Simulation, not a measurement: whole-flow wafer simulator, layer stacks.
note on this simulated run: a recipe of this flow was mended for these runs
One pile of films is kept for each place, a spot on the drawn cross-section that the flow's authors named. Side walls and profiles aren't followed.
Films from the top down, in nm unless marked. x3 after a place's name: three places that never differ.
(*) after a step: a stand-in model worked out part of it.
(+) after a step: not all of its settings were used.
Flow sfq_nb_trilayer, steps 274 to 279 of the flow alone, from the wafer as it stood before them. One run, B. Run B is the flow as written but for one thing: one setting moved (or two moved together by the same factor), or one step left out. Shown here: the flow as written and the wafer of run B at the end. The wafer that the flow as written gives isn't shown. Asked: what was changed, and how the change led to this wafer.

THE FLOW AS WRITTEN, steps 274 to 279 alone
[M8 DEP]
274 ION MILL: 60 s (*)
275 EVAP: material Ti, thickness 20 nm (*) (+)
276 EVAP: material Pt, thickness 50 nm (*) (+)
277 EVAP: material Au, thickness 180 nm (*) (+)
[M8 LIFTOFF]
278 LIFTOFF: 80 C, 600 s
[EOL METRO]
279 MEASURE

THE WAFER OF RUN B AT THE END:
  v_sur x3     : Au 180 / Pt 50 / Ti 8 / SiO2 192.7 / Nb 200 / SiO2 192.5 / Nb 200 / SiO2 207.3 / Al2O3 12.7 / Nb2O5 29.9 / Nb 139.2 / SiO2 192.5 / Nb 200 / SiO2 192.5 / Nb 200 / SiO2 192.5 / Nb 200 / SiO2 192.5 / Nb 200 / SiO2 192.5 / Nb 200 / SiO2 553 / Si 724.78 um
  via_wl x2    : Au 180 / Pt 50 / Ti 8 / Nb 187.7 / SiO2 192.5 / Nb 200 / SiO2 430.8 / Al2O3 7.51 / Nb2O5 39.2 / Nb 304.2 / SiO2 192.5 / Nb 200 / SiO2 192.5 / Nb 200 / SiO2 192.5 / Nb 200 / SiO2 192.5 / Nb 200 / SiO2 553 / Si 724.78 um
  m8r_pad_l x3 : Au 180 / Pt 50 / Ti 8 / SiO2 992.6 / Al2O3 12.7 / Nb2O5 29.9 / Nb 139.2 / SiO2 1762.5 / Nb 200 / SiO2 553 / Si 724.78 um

The cause: step 275, EVAP: thickness 8 nm was run, where the flow has thickness 20 nm.
It can be read off the wafer: v_sur x3 has Ti 8, and step 275 as written asks for 20 nm.

How the change led to this, step by step:
  275 EVAP: material Ti, thickness 20 nm (*) (+)
      field_l, v_sur x3, via_wl x2 and 100 more: Ti +8 (new film) (as written it would be: Ti +20 (new film))
  278 LIFTOFF: 80 C, 600 s
      p4_fl x5, p4_w1 x9, p3_s0 x11 and 49 more: Au -180 (all of it), Pt -50 (all of it), Ti -8 (all of it), KrF-resist-other-grade -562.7 (all of it), lift-off-underlayer -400 (all of it) (as written it would be: Au -180 (all of it), Pt -50 (all of it), Ti -20 (all of it), KrF-resist-other-grade -562.7 (all of it), lift-off-underlayer -400 (all of it))
      r_sur, res, r_end: Au -180 (all of it), Pt -50 (all of it), Ti -8 (all of it), KrF-resist-other-grade -559.9 (all of it), lift-off-underlayer -399.5 (all of it) (as written it would be: Au -180 (all of it), Pt -50 (all of it), Ti -20 (all of it), KrF-resist-other-grade -559.9 (all of it), lift-off-underlayer -399.5 (all of it))
      (and at 18 more places)
